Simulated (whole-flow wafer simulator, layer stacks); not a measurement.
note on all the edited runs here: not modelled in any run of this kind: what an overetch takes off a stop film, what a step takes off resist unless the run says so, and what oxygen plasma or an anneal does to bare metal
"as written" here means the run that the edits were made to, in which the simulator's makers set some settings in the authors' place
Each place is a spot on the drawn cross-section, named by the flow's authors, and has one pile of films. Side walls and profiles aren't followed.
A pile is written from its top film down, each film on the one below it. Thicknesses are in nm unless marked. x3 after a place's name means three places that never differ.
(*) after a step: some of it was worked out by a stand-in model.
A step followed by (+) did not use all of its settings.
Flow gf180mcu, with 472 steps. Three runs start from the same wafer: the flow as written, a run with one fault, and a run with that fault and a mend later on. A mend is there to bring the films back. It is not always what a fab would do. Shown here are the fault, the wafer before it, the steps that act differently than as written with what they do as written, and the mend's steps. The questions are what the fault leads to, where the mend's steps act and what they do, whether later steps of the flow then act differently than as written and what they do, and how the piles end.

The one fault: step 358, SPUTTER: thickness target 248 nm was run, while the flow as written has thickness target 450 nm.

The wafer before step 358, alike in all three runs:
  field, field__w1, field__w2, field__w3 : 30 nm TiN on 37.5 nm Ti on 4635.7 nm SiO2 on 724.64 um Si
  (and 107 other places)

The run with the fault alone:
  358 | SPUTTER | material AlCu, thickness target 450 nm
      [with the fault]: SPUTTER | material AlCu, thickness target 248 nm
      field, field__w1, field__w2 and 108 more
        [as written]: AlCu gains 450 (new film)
        [with the fault]: AlCu gains 248 (new film)
  Later steps of the flow acting differently than as written:
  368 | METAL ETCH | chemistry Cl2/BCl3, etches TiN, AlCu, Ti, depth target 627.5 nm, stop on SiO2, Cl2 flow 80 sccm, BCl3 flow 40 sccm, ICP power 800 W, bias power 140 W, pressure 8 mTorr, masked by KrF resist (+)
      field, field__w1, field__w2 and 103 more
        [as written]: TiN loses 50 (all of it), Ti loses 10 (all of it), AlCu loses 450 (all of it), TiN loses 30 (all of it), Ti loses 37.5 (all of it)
        [with the fault]: TiN loses 50 (all of it), Ti loses 10 (all of it), AlCu loses 248 (all of it), TiN loses 30 (all of it), Ti loses 37.5 (all of it)
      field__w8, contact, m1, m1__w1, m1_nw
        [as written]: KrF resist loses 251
        [with the fault]: KrF resist loses 225.3
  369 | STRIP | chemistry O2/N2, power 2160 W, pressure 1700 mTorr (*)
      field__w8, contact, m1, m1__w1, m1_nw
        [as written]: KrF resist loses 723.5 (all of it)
        [with the fault]: KrF resist loses 749.2 (all of it)
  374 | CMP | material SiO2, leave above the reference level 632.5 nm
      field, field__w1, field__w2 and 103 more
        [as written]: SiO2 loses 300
        [with the fault]: SiO2 loses 502
  At field, field__w1, field__w2 and 109 more, the piles at the end differ from the flow's by more than 2% or 0.5 nm, whichever is larger.
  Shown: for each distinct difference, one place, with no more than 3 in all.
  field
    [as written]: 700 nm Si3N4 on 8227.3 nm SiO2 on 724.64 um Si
    [with the fault]: 700 nm Si3N4 on 8025.3 nm SiO2 on 724.64 um Si
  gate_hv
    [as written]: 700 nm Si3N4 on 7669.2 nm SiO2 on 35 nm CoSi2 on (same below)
    [with the fault]: 700 nm Si3N4 on 7467.2 nm SiO2 on 35 nm CoSi2 on (same below)
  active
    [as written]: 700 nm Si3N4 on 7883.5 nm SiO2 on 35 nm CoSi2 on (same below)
    [with the fault]: 700 nm Si3N4 on 7681.5 nm SiO2 on 35 nm CoSi2 on (same below)

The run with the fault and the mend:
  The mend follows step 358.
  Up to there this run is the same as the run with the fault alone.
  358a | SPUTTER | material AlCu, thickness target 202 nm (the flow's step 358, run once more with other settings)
      field, field__w1, field__w2 and 108 more
        AlCu gains 202
  Later steps of the flow that are run all act as written at every place that is followed.
  At every place that both follow, the piles at the end match the flow's.
